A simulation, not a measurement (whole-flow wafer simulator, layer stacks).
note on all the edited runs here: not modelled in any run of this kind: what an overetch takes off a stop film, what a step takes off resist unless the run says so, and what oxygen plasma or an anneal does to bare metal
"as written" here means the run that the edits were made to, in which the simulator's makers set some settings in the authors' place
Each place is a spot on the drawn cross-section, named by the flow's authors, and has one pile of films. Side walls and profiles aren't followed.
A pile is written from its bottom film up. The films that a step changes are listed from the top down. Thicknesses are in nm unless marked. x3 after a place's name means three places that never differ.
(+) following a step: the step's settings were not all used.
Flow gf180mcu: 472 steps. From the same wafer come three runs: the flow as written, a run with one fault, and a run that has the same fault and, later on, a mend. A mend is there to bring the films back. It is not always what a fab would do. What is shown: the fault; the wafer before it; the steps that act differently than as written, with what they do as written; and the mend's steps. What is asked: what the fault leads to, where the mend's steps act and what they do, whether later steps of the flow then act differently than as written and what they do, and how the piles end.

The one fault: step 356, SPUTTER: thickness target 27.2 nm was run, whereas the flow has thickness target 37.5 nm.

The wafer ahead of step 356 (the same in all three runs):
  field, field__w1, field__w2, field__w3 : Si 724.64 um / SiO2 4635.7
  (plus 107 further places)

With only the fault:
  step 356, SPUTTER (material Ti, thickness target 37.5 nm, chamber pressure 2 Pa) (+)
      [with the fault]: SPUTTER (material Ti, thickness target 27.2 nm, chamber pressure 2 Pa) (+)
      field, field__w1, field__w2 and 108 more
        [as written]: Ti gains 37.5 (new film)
        [with the fault]: Ti gains 27.2 (new film)
  Steps later in the flow that act otherwise than as written:
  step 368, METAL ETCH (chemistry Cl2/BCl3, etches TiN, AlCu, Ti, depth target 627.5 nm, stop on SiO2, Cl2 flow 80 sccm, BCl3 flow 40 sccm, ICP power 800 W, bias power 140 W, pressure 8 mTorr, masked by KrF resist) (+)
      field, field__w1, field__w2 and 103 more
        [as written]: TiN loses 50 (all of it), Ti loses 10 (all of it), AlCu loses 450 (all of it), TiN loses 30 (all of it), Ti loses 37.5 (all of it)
        [with the fault]: TiN loses 50 (all of it), Ti loses 10 (all of it), AlCu loses 450 (all of it), TiN loses 30 (all of it), Ti loses 27.2 (all of it)
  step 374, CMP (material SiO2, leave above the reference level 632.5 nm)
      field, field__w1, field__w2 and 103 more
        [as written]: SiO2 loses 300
        [with the fault]: SiO2 loses 310.3
  By the end, the piles at field__w8, contact, m1, m1__w1, m1_nw depart from the flow's by more than 2% or 0.5 nm, whichever is larger.
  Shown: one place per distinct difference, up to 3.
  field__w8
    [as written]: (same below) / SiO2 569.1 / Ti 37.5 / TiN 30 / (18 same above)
    [with the fault]: (same below) / SiO2 569.1 / Ti 27.2 / TiN 30 / (18 same above)
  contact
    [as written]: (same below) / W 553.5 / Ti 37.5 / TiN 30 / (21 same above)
    [with the fault]: (same below) / W 553.5 / Ti 27.2 / TiN 30 / (21 same above)

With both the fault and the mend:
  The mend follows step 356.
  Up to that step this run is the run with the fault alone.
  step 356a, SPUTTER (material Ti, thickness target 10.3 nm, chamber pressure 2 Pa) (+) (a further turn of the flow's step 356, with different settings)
      field, field__w1, field__w2 and 108 more
        Ti gains 10.3
  Later steps of the flow that are run all act as written at every place that is followed.
  The piles end the same as the flow's at every place that both follow.
